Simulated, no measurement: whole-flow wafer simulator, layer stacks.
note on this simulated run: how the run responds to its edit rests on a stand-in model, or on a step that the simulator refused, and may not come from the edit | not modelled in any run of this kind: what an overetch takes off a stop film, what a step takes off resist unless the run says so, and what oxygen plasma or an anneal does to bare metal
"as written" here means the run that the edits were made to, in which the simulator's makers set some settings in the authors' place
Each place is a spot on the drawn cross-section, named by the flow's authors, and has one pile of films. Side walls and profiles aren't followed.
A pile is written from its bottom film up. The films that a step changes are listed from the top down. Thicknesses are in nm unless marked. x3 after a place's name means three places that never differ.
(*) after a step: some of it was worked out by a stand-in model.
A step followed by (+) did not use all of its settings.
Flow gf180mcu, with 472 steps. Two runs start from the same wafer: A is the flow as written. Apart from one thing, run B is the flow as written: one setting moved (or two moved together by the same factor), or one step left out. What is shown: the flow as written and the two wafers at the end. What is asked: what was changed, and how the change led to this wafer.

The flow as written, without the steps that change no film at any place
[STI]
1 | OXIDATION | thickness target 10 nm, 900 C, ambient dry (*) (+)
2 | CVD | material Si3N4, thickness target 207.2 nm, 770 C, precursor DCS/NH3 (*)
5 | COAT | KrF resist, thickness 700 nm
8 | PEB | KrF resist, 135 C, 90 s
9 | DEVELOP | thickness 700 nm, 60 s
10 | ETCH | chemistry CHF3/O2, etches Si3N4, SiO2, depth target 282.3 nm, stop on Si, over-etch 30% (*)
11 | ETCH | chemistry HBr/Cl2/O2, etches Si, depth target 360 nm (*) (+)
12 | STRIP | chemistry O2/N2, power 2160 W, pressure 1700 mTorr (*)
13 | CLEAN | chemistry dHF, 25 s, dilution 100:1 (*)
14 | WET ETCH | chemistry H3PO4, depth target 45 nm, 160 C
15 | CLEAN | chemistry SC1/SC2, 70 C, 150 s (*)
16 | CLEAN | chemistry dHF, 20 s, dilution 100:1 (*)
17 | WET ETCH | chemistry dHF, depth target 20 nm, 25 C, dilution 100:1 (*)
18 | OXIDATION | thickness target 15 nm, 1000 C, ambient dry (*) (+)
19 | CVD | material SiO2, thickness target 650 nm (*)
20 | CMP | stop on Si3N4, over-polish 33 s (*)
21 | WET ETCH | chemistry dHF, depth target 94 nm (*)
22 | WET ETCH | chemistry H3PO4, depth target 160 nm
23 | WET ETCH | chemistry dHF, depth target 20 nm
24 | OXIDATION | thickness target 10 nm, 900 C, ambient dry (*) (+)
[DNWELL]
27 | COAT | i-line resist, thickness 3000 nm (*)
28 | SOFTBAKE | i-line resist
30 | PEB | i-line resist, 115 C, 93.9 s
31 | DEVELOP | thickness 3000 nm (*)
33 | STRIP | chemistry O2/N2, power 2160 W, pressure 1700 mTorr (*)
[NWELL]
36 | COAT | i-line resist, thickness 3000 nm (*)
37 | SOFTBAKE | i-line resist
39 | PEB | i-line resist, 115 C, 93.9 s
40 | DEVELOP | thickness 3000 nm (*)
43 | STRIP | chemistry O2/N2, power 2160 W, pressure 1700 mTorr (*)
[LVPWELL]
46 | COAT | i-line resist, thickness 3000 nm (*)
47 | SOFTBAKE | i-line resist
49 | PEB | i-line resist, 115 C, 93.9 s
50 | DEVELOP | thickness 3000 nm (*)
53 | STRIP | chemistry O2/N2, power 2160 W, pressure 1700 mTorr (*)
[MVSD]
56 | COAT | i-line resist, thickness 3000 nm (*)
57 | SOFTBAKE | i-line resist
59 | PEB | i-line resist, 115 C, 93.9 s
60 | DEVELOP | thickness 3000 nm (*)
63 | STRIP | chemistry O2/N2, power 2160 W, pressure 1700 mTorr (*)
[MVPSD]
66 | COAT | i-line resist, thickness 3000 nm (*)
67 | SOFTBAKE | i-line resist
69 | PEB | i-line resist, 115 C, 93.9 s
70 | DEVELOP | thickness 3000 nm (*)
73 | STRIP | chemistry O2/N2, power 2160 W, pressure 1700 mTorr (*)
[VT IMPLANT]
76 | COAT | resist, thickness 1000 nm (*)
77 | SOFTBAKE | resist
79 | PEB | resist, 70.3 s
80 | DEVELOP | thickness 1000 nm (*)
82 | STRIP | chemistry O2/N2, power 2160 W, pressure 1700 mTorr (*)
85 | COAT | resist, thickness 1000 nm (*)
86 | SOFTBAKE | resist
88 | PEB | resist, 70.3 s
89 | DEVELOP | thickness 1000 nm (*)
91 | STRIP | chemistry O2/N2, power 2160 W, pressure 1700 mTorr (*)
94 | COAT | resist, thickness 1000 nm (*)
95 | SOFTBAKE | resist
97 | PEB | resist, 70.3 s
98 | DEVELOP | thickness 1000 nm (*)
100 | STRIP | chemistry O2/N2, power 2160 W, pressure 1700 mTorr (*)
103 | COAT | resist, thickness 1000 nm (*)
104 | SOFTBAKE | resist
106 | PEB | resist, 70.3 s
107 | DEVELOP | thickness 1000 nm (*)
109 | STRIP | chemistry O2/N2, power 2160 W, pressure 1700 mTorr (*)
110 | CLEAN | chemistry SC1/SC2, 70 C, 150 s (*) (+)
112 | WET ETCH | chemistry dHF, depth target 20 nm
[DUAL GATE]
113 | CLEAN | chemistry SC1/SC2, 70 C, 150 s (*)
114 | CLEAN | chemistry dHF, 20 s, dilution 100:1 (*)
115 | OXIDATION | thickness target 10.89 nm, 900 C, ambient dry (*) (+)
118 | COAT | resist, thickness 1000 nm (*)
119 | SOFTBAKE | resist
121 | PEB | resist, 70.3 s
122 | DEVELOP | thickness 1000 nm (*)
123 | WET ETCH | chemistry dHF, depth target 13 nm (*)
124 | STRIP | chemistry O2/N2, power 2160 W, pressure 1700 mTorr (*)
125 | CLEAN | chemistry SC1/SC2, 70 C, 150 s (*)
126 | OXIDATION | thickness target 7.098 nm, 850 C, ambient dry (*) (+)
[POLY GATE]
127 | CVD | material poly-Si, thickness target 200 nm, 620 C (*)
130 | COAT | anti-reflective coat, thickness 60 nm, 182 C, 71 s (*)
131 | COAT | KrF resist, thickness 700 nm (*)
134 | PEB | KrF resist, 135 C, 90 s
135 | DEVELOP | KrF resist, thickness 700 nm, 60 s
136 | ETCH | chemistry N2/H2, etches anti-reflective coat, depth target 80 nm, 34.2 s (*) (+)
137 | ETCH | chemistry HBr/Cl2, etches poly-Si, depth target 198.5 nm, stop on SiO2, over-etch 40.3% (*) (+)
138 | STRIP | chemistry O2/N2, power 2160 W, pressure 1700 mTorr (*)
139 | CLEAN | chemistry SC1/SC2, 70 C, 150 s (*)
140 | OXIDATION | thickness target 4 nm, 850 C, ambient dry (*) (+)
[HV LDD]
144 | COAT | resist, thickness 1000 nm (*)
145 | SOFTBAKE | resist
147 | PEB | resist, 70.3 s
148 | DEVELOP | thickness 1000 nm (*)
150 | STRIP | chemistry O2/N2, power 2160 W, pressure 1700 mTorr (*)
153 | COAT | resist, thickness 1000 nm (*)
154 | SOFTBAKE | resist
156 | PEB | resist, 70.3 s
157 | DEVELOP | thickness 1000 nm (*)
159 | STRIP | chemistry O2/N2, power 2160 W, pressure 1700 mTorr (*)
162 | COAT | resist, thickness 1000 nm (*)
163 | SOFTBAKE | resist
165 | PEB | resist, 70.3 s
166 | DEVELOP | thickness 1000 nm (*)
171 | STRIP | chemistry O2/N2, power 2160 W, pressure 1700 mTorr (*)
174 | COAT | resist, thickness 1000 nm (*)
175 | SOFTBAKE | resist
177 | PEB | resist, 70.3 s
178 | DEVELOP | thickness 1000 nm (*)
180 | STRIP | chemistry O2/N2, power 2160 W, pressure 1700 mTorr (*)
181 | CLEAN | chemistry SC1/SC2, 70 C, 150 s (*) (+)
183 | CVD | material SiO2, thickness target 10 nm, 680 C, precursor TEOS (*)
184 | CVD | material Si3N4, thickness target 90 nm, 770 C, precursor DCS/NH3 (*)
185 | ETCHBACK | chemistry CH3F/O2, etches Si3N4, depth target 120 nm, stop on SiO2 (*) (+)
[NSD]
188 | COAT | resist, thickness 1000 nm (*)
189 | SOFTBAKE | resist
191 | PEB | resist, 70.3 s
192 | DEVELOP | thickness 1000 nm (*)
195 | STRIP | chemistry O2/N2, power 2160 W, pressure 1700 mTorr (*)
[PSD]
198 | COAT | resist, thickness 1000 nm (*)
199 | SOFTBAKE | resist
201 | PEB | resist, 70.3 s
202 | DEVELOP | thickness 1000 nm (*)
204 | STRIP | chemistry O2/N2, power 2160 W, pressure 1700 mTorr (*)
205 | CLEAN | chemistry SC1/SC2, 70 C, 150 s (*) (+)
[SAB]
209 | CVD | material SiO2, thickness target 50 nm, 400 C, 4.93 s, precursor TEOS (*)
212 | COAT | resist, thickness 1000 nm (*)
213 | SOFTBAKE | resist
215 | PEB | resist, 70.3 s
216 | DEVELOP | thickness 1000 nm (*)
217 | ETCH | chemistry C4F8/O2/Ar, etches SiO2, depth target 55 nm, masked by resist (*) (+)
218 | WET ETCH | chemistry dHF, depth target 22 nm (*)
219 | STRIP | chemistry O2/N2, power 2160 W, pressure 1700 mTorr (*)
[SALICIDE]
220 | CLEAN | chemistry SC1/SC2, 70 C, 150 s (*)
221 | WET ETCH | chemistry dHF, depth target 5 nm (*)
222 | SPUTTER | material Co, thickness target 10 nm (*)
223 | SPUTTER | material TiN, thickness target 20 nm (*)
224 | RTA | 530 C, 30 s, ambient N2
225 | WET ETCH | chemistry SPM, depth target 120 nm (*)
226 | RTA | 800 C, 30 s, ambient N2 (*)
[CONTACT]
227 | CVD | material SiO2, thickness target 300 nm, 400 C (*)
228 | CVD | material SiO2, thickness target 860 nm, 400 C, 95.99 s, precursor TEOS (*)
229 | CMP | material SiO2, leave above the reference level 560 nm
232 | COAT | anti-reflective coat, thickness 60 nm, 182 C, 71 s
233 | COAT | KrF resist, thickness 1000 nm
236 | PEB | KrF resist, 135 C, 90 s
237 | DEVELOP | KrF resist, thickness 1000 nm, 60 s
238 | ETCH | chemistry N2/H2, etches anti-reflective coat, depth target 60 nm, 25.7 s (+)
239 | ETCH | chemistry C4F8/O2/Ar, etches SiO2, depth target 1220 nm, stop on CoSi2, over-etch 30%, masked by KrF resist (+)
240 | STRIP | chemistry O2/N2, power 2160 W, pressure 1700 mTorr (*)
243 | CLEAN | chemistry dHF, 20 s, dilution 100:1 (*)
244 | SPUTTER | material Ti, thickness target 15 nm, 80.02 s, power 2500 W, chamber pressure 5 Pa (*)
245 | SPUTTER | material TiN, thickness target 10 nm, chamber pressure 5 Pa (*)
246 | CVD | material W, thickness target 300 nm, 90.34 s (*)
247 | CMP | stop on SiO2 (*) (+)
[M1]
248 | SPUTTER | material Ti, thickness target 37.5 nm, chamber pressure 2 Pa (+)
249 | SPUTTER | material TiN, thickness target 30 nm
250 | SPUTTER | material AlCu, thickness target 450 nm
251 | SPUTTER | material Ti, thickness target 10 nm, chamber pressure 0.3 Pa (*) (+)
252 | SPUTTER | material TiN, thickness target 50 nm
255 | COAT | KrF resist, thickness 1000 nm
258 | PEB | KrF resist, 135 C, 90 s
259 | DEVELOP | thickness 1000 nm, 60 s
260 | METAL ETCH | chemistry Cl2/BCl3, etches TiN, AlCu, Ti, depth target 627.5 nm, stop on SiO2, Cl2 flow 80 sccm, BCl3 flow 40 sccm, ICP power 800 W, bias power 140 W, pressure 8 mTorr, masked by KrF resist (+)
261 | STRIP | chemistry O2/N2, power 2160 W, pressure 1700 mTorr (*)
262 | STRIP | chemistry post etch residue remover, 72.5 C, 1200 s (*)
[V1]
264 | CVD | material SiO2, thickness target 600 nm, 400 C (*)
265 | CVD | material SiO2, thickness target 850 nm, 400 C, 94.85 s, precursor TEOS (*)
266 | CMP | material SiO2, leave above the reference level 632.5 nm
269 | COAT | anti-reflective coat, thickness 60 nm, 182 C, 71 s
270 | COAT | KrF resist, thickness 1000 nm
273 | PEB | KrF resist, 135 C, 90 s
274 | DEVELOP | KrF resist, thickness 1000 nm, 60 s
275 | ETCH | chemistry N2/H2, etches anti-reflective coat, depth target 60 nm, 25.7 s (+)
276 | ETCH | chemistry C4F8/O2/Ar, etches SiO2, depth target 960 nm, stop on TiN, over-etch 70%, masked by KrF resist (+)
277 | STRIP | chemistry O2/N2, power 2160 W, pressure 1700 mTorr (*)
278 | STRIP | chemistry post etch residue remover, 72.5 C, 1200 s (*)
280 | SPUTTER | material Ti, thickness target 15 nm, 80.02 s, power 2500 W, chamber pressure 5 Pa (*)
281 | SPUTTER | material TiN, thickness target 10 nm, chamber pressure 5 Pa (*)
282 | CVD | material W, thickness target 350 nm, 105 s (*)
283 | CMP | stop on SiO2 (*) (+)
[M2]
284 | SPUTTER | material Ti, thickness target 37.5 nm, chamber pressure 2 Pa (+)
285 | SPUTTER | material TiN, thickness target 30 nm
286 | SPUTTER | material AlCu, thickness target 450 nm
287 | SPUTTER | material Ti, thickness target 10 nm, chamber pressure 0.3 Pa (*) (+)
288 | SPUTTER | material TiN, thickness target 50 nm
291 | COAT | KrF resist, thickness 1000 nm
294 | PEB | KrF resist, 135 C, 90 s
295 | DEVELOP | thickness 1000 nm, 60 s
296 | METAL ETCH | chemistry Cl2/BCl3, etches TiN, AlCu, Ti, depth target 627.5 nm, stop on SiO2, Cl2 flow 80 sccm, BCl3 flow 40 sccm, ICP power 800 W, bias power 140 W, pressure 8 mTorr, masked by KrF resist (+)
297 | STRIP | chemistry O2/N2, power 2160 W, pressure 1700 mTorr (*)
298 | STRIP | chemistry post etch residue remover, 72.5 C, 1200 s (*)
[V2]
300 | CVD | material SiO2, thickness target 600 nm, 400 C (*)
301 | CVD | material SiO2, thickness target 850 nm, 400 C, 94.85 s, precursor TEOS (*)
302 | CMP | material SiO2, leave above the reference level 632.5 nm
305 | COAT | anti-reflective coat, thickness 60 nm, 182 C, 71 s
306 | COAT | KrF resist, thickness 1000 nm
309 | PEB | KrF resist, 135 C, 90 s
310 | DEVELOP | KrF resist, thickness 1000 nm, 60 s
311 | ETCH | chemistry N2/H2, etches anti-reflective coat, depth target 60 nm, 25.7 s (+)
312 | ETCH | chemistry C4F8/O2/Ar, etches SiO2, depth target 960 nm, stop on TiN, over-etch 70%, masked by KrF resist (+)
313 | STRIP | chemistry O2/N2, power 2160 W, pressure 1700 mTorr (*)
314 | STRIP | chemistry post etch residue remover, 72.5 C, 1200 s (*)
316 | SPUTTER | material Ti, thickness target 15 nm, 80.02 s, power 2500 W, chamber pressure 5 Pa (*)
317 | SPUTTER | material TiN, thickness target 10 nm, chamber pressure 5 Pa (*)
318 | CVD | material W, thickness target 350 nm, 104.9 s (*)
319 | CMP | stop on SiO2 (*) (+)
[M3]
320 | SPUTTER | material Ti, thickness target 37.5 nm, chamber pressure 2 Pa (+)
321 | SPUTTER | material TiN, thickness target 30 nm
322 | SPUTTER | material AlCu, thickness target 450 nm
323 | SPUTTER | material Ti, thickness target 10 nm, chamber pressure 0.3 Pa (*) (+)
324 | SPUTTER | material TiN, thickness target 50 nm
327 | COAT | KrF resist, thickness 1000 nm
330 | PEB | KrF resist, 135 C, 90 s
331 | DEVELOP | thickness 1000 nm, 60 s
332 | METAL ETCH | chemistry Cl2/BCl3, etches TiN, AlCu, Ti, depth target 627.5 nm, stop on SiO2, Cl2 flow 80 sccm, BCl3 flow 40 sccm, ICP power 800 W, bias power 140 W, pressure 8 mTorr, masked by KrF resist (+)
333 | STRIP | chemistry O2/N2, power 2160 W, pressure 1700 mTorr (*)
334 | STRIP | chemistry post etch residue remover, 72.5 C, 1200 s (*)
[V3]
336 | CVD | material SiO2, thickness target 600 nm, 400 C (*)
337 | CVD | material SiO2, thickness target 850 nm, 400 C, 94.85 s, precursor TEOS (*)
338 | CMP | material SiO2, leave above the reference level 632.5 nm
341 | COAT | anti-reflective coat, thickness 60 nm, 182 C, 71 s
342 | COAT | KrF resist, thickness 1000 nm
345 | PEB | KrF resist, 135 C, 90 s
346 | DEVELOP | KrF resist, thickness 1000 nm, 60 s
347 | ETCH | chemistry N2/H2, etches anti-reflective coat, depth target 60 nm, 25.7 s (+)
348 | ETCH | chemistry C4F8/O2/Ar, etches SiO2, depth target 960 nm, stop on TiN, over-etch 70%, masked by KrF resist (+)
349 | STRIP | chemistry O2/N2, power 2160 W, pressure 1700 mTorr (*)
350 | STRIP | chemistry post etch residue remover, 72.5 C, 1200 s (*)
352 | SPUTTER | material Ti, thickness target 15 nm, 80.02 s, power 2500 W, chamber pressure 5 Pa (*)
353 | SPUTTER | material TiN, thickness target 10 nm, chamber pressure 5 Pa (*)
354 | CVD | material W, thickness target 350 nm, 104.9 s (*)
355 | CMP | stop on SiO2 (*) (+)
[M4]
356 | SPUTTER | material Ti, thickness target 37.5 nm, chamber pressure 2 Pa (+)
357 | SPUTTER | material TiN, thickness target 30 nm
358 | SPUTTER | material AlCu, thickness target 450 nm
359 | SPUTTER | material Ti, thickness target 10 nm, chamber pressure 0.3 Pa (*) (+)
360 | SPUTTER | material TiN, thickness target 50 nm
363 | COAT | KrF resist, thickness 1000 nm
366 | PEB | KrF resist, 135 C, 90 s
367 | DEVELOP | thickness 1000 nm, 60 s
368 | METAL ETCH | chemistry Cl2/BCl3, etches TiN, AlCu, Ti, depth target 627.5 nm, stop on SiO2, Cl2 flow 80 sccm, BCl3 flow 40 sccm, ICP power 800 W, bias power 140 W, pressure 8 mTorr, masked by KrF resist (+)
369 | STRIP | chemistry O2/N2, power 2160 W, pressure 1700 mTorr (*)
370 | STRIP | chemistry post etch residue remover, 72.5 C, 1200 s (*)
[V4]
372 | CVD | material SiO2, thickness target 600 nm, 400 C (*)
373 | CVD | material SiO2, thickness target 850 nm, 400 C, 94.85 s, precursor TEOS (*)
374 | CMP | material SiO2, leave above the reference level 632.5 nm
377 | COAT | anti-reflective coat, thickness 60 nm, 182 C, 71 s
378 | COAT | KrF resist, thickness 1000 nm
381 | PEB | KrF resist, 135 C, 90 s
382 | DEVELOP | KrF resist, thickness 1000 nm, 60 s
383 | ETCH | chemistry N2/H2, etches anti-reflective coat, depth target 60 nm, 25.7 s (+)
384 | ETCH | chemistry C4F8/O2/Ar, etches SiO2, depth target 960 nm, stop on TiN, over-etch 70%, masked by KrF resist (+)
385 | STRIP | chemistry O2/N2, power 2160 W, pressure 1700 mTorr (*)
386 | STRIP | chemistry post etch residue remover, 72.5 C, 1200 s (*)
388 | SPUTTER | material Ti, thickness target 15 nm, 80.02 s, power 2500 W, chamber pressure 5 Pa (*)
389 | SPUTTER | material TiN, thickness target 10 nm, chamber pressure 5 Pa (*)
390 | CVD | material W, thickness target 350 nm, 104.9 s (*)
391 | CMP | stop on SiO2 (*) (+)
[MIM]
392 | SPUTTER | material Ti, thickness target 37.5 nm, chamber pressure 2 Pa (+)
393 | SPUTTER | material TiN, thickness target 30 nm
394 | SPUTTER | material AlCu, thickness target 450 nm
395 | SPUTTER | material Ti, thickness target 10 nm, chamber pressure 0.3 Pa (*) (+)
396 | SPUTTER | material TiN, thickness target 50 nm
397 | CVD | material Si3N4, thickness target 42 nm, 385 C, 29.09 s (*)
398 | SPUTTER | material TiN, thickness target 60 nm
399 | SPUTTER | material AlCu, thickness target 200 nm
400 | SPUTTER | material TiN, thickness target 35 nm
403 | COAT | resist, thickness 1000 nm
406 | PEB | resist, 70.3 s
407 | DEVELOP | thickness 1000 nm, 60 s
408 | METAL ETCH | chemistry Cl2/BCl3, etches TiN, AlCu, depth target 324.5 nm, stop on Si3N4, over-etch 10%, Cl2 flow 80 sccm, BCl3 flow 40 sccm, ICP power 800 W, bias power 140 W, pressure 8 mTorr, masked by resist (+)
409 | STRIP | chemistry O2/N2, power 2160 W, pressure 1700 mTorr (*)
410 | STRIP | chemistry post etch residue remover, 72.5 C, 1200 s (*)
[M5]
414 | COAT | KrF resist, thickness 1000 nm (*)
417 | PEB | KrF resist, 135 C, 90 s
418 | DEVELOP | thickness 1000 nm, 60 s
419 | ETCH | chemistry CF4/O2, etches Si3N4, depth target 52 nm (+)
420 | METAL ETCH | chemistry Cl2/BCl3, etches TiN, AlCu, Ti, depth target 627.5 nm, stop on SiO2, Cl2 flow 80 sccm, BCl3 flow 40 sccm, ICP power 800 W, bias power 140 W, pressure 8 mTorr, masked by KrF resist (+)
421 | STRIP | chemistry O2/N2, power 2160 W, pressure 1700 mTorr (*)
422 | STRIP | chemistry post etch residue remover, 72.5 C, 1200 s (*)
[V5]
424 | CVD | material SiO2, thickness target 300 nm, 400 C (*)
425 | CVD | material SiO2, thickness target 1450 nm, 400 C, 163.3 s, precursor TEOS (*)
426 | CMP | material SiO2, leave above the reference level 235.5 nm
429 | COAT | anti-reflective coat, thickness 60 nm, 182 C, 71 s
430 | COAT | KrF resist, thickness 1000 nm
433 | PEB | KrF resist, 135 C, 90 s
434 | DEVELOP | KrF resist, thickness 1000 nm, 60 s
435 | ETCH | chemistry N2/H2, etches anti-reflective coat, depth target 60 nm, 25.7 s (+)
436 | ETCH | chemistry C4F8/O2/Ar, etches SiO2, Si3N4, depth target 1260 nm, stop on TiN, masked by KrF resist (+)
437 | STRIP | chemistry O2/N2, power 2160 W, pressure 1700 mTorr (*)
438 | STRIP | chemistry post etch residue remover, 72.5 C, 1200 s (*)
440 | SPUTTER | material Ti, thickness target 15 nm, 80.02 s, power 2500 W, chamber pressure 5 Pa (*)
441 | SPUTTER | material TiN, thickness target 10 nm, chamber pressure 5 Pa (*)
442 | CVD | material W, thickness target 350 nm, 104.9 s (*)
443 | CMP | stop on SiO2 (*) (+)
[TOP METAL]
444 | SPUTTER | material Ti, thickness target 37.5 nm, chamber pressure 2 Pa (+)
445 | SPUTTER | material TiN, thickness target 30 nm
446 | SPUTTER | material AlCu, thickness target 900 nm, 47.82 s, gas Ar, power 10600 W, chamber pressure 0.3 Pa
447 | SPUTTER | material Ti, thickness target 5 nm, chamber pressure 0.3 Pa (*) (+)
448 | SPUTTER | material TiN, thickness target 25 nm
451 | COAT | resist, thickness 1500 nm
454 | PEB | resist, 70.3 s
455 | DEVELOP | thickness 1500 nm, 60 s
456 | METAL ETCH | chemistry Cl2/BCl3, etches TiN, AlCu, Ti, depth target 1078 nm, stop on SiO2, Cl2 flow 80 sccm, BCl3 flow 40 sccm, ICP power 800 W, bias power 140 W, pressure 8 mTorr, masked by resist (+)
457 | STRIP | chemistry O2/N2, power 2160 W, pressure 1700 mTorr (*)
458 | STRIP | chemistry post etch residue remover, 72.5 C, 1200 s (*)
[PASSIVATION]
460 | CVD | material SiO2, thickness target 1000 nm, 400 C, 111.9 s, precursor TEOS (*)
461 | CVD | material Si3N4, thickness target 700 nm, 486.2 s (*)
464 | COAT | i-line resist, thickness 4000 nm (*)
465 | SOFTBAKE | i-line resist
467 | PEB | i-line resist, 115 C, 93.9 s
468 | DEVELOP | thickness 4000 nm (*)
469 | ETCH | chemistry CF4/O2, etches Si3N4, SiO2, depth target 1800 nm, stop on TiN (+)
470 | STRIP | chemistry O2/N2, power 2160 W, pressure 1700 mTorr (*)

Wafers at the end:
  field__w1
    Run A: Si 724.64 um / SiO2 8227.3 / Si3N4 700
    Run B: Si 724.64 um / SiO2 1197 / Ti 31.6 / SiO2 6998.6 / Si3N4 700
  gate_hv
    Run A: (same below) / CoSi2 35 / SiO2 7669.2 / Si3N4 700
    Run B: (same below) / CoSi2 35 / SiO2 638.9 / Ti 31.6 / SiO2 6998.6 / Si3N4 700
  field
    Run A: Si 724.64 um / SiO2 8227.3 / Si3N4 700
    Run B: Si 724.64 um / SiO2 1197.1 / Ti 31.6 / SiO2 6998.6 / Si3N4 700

The reason: step 260, METAL ETCH: depth target 545.9 nm was run, while the flow as written has depth target 627.5 nm.

The path from the change to this, step by step:
  260 | METAL ETCH | chemistry Cl2/BCl3, etches TiN, AlCu, Ti, depth target 627.5 nm, stop on SiO2, Cl2 flow 80 sccm, BCl3 flow 40 sccm, ICP power 800 W, bias power 140 W, pressure 8 mTorr, masked by KrF resist (+)
      field, field__w1, field__w2 and 99 more: A -50 TiN (all of it), -10 Ti (all of it), -450 AlCu (all of it), -30 TiN (all of it), -37.5 Ti (all of it) | B -50 TiN (all of it), -10 Ti (all of it), -450 AlCu (all of it), -30 TiN (all of it), -5.9 Ti
      field__w8, contact, m1 and 6 more: A -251 KrF resist | B -218.4 KrF resist
  261 | STRIP | chemistry O2/N2, power 2160 W, pressure 1700 mTorr (*)
      field__w8, contact, m1 and 6 more: A -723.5 KrF resist (all of it) | B -756.2 KrF resist (all of it)
  264 | CVD | material SiO2, thickness target 600 nm, 400 C (*)
      field, field__w1, field__w2 and 99 more: A +600 SiO2 | B +600 SiO2 (new film)
  266 | CMP | material SiO2, leave above the reference level 632.5 nm
      field, field__w1, field__w2 and 99 more: A -300 SiO2 | B -331.6 SiO2
With metal films that touch counted as one body, field__w1 has 1 body; the flow as written gives 0 bodies.
With metal films that touch counted as one body, gate_hv has 2 bodies (between them, from the top down: SiO2 638.9); the flow as written gives 1 body.
With metal films that touch counted as one body, field has 1 body; the flow as written gives 0 bodies.
